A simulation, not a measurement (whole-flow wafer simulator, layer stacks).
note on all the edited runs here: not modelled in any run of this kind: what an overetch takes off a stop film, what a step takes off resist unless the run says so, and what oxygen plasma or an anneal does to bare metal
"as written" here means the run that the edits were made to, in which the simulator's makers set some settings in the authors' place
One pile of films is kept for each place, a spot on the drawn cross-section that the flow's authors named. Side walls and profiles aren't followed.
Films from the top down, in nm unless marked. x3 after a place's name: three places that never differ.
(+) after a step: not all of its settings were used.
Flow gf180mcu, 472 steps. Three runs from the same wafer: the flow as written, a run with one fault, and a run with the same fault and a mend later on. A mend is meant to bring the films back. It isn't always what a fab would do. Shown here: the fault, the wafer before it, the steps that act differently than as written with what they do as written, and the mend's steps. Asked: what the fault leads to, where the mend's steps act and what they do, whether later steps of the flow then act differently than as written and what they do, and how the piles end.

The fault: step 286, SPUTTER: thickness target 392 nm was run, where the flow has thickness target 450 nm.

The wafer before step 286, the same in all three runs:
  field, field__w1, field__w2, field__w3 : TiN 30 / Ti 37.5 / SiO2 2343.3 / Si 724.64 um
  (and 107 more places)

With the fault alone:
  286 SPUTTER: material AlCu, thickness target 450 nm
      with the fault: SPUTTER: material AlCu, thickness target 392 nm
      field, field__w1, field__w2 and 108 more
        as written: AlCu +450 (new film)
        with the fault: AlCu +392 (new film)
  Later steps of the flow that act differently than as written:
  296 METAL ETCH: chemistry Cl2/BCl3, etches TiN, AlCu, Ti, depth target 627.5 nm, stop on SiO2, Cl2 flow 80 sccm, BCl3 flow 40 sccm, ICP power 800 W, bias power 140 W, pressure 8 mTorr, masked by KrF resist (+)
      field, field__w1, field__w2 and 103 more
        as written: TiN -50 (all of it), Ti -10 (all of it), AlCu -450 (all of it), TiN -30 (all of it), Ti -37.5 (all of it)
        with the fault: TiN -50 (all of it), Ti -10 (all of it), AlCu -392 (all of it), TiN -30 (all of it), Ti -37.5 (all of it)
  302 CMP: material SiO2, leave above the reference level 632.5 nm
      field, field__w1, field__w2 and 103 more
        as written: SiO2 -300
        with the fault: SiO2 -358
  At the end the piles differ from the flow's by more than 2% or 0.5 nm, whichever is larger, at field__w8, contact, m1, m1__w1, m1_nw.
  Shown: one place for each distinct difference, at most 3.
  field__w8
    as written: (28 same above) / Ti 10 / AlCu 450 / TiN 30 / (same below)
    with the fault: (28 same above) / Ti 10 / AlCu 392 / TiN 30 / (same below)
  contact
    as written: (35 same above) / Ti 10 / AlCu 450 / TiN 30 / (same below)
    with the fault: (35 same above) / Ti 10 / AlCu 392 / TiN 30 / (same below)

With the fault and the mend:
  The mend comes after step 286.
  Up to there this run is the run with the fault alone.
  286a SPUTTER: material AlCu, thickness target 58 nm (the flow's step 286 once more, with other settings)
      field, field__w1, field__w2 and 108 more
        AlCu +58
  No later step of the flow acts differently than as written at any place that is followed.
  At the end the piles are the same as the flow's at every place that both follow.
